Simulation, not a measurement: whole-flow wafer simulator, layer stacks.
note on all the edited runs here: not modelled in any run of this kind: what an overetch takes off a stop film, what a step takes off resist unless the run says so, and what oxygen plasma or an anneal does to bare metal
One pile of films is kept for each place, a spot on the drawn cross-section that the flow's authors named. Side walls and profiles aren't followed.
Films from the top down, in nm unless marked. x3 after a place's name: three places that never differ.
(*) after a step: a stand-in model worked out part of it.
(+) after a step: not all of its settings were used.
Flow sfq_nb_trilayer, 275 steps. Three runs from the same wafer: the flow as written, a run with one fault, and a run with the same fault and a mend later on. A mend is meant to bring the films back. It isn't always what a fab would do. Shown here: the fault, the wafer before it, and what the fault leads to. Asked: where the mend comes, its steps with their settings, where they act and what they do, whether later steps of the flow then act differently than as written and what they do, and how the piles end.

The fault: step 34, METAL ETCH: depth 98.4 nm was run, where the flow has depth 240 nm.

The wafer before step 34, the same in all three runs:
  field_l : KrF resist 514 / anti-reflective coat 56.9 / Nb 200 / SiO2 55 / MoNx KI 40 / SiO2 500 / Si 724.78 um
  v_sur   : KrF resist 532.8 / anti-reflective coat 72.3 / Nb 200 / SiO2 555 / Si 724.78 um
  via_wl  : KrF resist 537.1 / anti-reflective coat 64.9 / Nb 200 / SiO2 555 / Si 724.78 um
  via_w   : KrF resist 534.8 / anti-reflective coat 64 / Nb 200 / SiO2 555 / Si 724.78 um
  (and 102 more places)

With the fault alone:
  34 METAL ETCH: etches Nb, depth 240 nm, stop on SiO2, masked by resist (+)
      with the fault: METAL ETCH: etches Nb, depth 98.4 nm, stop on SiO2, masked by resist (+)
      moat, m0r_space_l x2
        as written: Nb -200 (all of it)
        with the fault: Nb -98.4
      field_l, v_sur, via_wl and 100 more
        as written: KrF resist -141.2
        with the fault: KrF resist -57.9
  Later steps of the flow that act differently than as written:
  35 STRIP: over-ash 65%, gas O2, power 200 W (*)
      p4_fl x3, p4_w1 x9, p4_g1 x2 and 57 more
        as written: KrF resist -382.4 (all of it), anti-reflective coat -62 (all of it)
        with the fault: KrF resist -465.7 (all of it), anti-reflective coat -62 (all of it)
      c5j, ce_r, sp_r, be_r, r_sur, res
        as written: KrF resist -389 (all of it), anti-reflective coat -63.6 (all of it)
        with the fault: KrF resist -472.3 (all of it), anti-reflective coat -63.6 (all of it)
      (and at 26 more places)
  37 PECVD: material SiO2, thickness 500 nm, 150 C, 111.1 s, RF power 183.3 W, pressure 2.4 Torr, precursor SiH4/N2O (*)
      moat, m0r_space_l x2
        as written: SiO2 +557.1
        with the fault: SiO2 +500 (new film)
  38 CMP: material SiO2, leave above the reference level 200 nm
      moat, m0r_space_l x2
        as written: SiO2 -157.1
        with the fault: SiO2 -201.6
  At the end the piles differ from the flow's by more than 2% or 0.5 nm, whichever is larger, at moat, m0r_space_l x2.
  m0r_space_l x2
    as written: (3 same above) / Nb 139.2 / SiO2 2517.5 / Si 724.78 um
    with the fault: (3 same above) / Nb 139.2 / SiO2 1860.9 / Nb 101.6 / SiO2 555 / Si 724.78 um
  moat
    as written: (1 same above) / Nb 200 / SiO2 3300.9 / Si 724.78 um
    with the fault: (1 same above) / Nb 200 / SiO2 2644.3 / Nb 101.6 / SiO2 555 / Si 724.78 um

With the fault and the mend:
  The mend comes after step 34.
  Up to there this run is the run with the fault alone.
  34a METAL ETCH: etches Nb, depth 141.6 nm, stop on SiO2, masked by resist (+) (the flow's step 34 once more, with other settings)
      field_l, v_sur, via_wl and 100 more
        KrF resist -83.3
      moat, m0r_space_l x2
        Nb -101.6 (all of it)
  No later step of the flow acts differently than as written at any place that is followed.
  At the end the piles are the same as the flow's at every place that both follow.
